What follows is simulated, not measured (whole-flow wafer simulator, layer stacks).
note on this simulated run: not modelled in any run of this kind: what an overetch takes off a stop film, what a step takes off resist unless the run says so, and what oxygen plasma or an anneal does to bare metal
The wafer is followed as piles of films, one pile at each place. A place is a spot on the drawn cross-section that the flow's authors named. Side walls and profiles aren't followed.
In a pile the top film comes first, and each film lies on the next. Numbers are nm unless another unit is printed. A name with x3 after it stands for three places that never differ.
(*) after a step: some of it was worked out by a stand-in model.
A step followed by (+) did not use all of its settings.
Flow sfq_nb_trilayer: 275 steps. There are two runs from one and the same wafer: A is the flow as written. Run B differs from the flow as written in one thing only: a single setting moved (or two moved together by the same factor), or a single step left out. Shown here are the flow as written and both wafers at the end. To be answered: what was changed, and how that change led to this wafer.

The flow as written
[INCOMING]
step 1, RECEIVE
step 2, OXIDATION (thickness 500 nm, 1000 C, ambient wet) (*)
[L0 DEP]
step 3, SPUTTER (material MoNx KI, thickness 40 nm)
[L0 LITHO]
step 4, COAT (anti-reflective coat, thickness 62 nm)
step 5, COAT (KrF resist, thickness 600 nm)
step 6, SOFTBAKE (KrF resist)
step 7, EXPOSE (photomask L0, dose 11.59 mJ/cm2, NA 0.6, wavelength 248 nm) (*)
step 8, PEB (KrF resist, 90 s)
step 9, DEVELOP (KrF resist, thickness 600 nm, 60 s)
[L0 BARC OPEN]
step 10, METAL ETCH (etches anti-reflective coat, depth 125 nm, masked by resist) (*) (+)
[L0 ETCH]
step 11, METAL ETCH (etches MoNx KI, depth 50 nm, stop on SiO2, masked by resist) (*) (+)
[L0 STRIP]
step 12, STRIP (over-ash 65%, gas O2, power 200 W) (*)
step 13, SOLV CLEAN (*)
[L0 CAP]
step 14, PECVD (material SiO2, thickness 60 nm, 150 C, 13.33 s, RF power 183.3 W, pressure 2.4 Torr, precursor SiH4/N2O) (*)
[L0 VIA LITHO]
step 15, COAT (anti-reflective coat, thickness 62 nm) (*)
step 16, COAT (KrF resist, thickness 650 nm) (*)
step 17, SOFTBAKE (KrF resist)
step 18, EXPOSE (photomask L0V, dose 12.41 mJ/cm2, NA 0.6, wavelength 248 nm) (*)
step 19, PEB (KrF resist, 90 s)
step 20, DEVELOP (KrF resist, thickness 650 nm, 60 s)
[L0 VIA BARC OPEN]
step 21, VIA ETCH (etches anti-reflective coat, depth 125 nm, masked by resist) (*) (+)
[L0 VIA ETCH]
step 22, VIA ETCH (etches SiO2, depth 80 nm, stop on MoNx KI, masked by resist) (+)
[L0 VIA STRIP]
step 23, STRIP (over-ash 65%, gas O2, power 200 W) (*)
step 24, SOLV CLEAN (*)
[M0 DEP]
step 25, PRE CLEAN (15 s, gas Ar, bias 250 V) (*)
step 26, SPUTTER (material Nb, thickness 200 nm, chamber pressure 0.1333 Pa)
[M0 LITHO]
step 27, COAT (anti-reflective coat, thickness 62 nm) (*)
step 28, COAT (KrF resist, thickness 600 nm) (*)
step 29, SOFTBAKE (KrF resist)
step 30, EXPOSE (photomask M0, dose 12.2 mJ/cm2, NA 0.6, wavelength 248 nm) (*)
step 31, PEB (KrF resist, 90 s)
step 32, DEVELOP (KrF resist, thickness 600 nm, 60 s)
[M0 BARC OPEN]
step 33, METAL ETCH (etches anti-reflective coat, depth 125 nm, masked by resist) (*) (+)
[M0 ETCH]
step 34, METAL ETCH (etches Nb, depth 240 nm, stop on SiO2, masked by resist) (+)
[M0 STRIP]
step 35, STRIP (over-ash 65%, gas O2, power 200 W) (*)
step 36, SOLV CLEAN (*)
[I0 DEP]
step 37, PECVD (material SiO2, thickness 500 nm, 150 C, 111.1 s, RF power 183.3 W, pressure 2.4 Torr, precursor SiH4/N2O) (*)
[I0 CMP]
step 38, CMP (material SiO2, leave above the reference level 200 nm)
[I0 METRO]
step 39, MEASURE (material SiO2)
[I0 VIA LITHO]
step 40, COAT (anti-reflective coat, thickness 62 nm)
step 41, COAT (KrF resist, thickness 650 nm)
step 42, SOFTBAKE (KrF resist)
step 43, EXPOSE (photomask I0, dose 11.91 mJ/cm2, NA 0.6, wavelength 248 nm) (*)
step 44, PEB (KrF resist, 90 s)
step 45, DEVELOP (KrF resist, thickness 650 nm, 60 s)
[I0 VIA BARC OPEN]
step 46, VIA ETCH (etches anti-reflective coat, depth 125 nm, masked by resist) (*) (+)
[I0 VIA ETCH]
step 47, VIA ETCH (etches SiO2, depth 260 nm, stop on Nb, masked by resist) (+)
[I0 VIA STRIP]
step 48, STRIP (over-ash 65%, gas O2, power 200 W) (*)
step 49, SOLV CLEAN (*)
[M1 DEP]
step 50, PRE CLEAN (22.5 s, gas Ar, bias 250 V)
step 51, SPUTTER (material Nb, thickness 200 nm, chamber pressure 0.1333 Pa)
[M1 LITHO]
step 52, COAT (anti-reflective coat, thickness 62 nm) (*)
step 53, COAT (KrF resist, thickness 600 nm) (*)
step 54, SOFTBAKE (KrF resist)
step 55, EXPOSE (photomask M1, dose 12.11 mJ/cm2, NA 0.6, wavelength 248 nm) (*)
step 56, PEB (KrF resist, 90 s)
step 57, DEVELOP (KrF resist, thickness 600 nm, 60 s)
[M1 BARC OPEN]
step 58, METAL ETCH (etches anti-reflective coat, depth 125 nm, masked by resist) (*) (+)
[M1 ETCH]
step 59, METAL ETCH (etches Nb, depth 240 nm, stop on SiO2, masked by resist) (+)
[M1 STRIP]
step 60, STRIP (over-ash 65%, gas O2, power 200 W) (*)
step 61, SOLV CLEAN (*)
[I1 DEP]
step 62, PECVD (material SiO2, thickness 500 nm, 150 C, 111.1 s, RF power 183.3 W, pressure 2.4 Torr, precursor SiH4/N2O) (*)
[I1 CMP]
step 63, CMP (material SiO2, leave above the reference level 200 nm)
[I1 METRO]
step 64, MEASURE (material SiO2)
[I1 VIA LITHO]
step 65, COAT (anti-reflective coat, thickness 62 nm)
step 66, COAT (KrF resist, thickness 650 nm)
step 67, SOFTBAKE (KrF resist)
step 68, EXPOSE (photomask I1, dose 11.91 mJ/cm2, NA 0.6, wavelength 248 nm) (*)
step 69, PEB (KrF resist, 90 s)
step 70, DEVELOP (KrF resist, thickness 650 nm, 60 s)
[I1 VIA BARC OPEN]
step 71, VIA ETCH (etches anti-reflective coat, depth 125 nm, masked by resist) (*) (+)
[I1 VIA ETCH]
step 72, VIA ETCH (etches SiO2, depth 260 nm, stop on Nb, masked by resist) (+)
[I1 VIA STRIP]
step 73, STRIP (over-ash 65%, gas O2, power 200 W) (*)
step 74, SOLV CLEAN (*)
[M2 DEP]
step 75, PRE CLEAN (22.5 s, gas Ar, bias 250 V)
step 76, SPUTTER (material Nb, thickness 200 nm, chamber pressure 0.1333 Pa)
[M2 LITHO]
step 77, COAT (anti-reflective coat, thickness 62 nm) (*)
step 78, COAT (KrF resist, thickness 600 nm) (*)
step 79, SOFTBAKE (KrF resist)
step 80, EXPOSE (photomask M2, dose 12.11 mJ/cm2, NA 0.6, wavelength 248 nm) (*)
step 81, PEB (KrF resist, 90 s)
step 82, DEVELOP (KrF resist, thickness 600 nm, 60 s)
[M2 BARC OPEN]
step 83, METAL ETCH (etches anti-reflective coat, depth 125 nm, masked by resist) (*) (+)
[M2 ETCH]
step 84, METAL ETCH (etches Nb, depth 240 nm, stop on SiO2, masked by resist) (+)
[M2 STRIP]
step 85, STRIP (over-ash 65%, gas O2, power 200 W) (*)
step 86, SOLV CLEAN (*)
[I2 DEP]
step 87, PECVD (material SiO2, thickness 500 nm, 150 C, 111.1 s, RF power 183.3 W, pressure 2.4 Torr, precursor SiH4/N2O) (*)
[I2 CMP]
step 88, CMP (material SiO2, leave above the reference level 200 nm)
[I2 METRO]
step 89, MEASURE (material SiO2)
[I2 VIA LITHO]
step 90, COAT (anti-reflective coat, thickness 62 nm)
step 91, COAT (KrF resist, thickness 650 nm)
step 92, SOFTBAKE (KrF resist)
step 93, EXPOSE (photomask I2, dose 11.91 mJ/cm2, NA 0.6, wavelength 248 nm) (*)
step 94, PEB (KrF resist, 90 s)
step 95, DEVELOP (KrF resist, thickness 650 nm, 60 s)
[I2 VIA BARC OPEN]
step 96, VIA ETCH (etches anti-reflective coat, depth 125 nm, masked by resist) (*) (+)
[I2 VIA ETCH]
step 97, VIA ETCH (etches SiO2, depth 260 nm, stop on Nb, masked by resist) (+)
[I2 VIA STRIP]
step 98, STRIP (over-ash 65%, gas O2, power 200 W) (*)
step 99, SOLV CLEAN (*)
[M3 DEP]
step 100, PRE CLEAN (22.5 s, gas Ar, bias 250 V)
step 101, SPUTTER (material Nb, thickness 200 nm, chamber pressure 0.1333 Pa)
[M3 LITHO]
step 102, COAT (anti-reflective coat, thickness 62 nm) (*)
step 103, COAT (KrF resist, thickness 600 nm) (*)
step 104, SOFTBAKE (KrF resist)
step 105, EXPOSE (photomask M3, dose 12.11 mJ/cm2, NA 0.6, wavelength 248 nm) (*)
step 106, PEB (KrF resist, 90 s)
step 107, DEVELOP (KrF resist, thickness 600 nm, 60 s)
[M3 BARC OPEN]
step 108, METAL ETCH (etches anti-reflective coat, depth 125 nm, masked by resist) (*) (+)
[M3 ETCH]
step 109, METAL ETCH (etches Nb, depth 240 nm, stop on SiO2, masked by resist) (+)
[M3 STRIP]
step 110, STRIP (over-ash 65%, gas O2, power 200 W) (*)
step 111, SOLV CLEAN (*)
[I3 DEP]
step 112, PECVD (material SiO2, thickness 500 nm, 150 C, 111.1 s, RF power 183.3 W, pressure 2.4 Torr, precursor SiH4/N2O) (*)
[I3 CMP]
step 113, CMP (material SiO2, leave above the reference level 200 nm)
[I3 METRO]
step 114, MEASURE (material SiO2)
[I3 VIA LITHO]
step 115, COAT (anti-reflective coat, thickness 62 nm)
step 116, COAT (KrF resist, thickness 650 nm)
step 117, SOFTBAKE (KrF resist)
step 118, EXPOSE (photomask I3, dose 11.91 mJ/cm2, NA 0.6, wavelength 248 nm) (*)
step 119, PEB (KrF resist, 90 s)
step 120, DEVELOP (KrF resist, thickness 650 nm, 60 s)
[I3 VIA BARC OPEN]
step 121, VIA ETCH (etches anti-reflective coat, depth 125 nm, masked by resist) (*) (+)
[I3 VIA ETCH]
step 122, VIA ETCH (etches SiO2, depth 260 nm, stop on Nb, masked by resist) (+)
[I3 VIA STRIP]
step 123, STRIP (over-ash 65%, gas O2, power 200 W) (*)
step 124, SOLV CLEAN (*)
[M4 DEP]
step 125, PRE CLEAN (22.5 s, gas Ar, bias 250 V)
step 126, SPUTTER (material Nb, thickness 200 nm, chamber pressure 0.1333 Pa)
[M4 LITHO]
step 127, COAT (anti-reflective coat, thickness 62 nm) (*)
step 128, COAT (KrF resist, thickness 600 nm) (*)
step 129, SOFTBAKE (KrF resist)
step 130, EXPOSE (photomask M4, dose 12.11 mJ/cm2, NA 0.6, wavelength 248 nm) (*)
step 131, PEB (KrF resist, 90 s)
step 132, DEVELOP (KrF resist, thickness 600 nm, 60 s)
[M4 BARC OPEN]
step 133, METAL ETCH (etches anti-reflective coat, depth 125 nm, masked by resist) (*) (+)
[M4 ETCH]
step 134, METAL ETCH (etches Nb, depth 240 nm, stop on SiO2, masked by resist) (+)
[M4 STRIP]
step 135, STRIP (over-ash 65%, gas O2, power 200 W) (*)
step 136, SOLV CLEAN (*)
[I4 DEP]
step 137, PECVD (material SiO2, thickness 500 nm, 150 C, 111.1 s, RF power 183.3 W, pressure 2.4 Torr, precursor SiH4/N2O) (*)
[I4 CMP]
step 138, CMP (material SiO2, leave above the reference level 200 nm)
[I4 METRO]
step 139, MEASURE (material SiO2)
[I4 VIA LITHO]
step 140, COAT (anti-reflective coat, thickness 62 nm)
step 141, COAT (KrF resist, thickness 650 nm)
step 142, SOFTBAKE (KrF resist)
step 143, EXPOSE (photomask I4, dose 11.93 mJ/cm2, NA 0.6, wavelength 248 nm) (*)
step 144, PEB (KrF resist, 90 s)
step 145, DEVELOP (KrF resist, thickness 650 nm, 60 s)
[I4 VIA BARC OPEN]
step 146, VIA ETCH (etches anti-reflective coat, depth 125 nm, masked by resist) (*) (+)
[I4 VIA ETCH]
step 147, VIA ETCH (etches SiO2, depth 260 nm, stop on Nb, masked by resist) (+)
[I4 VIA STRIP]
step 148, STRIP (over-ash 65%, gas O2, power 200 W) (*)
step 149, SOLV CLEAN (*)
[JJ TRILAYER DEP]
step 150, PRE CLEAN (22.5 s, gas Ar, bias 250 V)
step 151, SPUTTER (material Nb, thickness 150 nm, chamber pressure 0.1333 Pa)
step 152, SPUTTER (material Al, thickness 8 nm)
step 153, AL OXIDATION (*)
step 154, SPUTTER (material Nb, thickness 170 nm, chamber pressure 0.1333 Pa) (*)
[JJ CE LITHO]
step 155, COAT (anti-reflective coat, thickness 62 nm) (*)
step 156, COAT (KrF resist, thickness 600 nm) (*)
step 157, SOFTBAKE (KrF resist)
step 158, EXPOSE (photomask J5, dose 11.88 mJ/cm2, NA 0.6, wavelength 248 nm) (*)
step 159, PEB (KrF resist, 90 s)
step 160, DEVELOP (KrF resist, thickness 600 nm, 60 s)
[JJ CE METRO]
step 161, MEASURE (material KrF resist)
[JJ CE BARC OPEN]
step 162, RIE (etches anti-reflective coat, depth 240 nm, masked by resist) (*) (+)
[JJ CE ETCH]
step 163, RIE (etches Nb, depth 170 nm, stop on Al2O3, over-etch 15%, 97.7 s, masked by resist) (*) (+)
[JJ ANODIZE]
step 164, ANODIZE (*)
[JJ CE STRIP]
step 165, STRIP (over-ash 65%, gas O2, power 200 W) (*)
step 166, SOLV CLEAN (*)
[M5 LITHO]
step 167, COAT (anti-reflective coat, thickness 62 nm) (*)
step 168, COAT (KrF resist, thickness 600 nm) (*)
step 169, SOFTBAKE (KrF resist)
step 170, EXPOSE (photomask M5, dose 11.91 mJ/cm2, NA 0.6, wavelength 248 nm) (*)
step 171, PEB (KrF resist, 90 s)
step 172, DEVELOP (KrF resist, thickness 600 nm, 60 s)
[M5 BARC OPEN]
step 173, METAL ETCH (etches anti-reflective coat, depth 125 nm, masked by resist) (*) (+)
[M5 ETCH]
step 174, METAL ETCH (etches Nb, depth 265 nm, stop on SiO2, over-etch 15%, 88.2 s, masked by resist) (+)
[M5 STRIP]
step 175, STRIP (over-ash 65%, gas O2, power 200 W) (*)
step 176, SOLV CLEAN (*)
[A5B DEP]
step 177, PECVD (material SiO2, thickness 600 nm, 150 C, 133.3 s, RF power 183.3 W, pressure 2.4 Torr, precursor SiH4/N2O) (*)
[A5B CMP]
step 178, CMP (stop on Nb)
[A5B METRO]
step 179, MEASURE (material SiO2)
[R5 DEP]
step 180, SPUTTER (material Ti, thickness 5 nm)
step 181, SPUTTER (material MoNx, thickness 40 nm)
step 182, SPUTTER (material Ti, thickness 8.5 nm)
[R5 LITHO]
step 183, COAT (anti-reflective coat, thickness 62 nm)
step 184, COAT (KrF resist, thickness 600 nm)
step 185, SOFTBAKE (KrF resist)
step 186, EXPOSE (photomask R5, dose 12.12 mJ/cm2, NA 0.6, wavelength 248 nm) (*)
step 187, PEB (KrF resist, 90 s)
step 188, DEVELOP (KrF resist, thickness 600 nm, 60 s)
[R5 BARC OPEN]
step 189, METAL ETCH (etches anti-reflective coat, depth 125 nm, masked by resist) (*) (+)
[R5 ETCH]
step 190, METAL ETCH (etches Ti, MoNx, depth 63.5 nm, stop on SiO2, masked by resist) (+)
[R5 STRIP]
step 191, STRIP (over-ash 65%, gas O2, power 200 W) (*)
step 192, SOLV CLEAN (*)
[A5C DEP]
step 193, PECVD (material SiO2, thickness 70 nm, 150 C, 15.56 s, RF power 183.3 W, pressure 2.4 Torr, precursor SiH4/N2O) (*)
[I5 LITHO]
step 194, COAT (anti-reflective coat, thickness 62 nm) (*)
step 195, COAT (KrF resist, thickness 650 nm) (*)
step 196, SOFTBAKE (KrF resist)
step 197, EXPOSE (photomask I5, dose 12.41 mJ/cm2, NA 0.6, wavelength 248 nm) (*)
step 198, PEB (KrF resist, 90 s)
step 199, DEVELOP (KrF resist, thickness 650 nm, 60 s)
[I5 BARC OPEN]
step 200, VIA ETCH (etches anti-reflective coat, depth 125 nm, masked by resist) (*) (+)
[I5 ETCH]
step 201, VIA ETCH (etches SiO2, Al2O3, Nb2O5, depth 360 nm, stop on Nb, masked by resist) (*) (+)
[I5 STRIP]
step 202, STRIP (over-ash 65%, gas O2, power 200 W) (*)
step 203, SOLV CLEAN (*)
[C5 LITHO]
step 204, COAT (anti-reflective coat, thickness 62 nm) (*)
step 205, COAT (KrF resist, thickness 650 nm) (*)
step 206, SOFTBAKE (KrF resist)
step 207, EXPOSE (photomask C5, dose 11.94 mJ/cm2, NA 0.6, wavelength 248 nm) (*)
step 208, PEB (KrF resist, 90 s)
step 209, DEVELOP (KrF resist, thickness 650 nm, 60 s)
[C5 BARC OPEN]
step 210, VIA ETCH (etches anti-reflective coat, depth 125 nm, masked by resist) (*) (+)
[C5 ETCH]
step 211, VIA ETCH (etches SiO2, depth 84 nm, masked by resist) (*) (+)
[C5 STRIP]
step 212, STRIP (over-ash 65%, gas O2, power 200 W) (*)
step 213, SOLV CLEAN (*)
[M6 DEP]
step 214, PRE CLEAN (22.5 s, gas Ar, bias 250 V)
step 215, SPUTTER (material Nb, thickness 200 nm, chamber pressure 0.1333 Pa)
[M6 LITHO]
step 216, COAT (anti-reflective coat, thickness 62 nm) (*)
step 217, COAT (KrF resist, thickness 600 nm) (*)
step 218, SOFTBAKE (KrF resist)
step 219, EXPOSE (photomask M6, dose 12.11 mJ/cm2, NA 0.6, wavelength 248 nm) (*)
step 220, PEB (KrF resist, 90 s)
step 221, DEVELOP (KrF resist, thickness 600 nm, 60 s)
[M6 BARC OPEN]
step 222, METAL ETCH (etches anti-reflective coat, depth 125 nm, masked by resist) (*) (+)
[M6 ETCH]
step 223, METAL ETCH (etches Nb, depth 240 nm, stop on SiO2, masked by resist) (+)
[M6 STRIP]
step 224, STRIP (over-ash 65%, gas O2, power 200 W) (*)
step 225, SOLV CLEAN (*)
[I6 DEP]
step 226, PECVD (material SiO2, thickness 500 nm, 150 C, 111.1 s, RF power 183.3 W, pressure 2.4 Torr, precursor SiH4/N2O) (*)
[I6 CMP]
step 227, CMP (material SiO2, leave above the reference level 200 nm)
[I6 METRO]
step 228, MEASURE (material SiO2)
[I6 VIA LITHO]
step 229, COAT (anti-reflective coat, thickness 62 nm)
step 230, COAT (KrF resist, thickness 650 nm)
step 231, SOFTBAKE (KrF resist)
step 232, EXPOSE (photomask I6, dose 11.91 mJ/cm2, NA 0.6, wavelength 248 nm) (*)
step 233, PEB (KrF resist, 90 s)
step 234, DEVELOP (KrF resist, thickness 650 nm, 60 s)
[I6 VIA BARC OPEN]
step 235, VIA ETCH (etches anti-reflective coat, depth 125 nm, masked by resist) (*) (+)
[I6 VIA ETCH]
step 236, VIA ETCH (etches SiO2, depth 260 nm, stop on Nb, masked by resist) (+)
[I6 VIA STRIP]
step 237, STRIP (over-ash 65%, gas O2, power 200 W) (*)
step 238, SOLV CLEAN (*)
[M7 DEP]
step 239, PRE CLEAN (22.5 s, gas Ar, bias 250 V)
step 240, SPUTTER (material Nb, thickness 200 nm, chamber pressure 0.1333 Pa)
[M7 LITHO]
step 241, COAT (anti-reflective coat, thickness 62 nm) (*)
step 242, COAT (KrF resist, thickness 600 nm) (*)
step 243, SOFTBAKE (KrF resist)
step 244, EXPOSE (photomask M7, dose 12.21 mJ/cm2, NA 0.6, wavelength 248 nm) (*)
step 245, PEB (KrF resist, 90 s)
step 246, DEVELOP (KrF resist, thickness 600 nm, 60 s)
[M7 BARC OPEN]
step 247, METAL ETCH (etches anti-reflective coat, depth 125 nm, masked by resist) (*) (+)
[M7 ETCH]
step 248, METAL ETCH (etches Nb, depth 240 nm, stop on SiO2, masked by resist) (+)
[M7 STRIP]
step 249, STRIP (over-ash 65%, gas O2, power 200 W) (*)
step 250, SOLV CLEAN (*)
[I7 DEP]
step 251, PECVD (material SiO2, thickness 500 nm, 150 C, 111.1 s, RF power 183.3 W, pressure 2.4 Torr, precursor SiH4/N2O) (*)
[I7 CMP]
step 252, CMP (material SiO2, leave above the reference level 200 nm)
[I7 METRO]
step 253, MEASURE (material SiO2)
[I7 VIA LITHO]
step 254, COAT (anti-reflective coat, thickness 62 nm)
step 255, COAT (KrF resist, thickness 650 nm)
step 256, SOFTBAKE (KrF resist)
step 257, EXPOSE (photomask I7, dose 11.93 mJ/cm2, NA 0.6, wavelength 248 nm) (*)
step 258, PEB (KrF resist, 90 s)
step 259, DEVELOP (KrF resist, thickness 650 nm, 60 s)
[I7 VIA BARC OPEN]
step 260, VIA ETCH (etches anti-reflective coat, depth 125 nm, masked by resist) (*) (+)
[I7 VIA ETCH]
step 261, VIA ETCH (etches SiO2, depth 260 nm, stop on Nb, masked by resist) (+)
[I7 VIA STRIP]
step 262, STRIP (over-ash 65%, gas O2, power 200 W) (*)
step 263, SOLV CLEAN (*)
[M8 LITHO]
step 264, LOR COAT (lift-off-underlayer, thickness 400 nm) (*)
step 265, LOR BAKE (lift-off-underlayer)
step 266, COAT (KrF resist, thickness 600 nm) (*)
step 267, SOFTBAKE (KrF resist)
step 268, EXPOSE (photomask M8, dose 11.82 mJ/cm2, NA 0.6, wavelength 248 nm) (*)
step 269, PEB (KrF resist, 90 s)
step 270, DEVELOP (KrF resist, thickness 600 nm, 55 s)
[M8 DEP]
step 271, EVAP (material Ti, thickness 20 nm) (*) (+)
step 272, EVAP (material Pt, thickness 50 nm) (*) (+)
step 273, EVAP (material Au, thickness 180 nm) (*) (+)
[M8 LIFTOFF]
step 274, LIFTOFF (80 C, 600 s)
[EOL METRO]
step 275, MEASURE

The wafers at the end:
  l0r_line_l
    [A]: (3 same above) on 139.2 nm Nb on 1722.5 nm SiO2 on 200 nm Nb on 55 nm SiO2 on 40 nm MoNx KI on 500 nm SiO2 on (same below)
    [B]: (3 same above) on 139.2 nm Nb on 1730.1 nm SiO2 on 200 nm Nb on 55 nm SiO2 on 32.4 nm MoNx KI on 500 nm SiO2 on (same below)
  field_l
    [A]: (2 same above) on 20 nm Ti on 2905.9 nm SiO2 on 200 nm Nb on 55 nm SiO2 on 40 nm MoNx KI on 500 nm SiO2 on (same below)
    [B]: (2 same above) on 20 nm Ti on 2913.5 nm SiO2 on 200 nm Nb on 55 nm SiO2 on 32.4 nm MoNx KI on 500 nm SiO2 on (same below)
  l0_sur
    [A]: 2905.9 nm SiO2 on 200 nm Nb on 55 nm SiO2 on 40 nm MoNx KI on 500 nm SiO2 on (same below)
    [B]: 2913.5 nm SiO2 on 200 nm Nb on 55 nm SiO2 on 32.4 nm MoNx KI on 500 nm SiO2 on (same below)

The reason: step 3, SPUTTER: thickness 32.4 nm was run, whereas the flow has thickness 40 nm.
The wafer itself shows it: l0r_line_l has MoNx KI 32.4, and step 3 as written asks for 40 nm.

How this came from the change, step by step:
  step 3, SPUTTER (material MoNx KI, thickness 40 nm)
      field_l, v_sur, via_wl and 103 more: A +40 MoNx KI (new film) | B +32.4 MoNx KI (new film)
  step 11, METAL ETCH (etches MoNx KI, depth 50 nm, stop on SiO2, masked by resist) (*) (+)
      v_sur, via_wl, via_w and 97 more: A -40 MoNx KI (all of it) | B -32.4 MoNx KI (all of it)
      field_l, l0_sur, l0v, l0r_line_l, l0r_line_c, l0r_line_r: A -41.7 KrF resist | B -40.5 KrF resist
  step 15, COAT (anti-reflective coat, thickness 62 nm) (*)
      v_sur: A +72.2 anti-reflective coat (new film) | B +70.3 anti-reflective coat (new film)
      l0_sur: A +54.2 anti-reflective coat (new film) | B +55.5 anti-reflective coat (new film)
      (and at 1 other place as well)
  step 23, STRIP (over-ash 65%, gas O2, power 200 W) (*)
      v_sur: A -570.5 KrF resist (all of it), -72.2 anti-reflective coat (all of it) | B -568.3 KrF resist (all of it), -70.3 anti-reflective coat (all of it)
      l0_sur: A -552.8 KrF resist (all of it), -54.2 anti-reflective coat (all of it) | B -554.2 KrF resist (all of it), -55.5 anti-reflective coat (all of it)
      (and at 1 other place as well)
  step 27, COAT (anti-reflective coat, thickness 62 nm) (*)
      v_sur: A +72.3 anti-reflective coat (new film) | B +70.4 anti-reflective coat (new film)
      l0_sur: A +47.5 anti-reflective coat (new film) | B +48.5 anti-reflective coat (new film)
      (and at 1 other place as well)
  step 35, STRIP (over-ash 65%, gas O2, power 200 W) (*)
      v_sur: A -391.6 KrF resist (all of it), -72.3 anti-reflective coat (all of it) | B -389.7 KrF resist (all of it), -70.4 anti-reflective coat (all of it)
      l0_sur: A -372 KrF resist (all of it), -47.5 anti-reflective coat (all of it) | B -373.8 KrF resist (all of it), -48.5 anti-reflective coat (all of it)
      (and at 1 other place as well)
  step 38, CMP (material SiO2, leave above the reference level 200 nm)
      field_l, l0_sur, l0r_line_l, l0r_line_c, l0r_line_r: A -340 SiO2 | B -332.4 SiO2
      l0v: A -277.8 SiO2 | B -270.2 SiO2
